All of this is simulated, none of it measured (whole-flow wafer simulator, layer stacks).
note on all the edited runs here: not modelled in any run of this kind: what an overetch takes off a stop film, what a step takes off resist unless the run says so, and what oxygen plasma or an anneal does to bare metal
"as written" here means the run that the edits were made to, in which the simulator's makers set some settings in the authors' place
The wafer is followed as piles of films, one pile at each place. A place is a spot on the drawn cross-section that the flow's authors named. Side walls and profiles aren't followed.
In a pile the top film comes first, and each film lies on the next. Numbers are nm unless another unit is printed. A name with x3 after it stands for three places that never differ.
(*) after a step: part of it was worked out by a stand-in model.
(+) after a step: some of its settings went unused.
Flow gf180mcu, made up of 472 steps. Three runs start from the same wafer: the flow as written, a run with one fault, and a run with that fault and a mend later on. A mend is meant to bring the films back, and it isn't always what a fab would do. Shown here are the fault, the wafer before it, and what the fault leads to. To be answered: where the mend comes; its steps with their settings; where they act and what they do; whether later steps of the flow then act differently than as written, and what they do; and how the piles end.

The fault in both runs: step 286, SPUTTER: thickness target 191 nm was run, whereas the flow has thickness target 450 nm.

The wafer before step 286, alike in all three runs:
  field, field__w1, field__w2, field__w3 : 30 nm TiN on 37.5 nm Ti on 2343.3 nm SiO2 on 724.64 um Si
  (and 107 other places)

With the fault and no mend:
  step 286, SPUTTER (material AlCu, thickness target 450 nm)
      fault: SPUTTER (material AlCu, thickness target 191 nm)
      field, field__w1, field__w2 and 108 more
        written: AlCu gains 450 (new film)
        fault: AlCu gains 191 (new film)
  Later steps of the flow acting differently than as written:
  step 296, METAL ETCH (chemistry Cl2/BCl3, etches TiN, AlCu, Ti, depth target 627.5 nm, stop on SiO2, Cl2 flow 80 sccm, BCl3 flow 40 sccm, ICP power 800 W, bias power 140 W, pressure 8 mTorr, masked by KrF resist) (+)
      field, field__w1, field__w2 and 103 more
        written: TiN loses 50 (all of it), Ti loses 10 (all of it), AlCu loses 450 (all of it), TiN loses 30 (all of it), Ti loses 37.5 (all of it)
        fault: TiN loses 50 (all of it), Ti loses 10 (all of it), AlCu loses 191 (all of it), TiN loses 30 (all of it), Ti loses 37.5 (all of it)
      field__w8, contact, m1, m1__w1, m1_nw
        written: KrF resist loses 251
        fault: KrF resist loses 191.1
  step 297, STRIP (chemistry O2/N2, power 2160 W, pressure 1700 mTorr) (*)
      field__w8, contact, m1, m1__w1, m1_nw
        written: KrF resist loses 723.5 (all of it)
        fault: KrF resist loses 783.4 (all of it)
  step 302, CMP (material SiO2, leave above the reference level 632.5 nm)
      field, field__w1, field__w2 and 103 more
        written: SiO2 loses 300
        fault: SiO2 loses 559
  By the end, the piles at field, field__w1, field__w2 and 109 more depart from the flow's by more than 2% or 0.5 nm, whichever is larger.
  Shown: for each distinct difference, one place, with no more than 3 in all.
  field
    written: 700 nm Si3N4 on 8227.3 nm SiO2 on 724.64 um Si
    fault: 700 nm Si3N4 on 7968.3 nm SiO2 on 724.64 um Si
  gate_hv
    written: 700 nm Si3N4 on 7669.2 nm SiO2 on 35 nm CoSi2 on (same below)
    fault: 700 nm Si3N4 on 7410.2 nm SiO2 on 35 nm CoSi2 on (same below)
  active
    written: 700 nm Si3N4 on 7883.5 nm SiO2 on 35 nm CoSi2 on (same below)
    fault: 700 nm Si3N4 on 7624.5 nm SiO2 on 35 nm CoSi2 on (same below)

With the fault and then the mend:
  The mend follows step 286.
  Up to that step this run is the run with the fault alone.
  step 286a, SPUTTER (material AlCu, thickness target 259 nm) (the flow's step 286 again, with other settings)
      field, field__w1, field__w2 and 108 more
        AlCu gains 259
  Every later step of the flow that is run acts as written at every place that is followed.
  By the end, the piles equal the flow's at every place that both follow.
